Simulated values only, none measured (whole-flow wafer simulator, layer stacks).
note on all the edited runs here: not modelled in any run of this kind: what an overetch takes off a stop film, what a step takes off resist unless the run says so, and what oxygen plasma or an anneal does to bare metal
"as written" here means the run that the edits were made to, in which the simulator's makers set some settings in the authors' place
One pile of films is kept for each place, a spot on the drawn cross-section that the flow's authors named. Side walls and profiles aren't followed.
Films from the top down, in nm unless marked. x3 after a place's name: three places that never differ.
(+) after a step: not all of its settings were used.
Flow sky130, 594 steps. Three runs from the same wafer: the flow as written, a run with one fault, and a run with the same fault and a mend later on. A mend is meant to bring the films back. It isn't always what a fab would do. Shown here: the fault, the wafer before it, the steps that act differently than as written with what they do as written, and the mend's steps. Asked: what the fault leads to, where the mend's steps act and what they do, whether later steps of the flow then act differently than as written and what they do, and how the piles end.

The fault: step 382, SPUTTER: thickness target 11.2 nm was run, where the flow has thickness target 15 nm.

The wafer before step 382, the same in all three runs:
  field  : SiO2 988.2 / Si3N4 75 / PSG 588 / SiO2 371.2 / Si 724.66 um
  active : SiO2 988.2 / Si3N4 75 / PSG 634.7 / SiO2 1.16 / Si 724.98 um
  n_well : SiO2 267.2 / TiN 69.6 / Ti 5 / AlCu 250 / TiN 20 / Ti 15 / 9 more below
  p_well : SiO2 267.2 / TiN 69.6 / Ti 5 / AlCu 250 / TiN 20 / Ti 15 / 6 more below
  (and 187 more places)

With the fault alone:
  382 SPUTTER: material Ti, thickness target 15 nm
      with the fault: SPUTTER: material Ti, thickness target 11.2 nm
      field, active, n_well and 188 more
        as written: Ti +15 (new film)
        with the fault: Ti +11.2 (new film)
  Later steps of the flow that act differently than as written (16 more steps differ only slightly, by at most 2% or 0.5 nm, whichever is larger, and aren't shown):
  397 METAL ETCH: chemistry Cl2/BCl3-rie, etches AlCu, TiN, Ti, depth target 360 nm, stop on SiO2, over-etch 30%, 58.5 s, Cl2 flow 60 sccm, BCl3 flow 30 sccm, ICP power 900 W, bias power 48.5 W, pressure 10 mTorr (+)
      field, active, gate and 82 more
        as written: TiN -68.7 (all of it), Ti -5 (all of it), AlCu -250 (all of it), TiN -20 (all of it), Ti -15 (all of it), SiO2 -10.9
        with the fault: TiN -68.7 (all of it), Ti -5 (all of it), AlCu -250 (all of it), TiN -20 (all of it), Ti -11.2 (all of it), SiO2 -11.3
  At the end the piles differ from the flow's by more than 2% or 0.5 nm, whichever is larger, at n_well, p_well, gate_hv and 103 more.
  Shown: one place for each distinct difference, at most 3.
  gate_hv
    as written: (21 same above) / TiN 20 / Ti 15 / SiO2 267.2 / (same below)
    with the fault: (21 same above) / TiN 20 / Ti 11.2 / SiO2 267.2 / (same below)
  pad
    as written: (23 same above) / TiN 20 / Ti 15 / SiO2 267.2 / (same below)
    with the fault: (23 same above) / TiN 20 / Ti 11.2 / SiO2 267.2 / (same below)
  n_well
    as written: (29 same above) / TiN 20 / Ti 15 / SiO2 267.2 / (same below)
    with the fault: (29 same above) / TiN 20 / Ti 11.2 / SiO2 267.2 / (same below)

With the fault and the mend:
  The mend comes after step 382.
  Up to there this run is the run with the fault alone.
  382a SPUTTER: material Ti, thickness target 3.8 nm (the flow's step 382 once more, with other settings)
      field, active, n_well and 188 more
        Ti +3.8
  No later step of the flow acts differently than as written at any place that is followed.
  At the end the piles are the same as the flow's at every place that both follow.
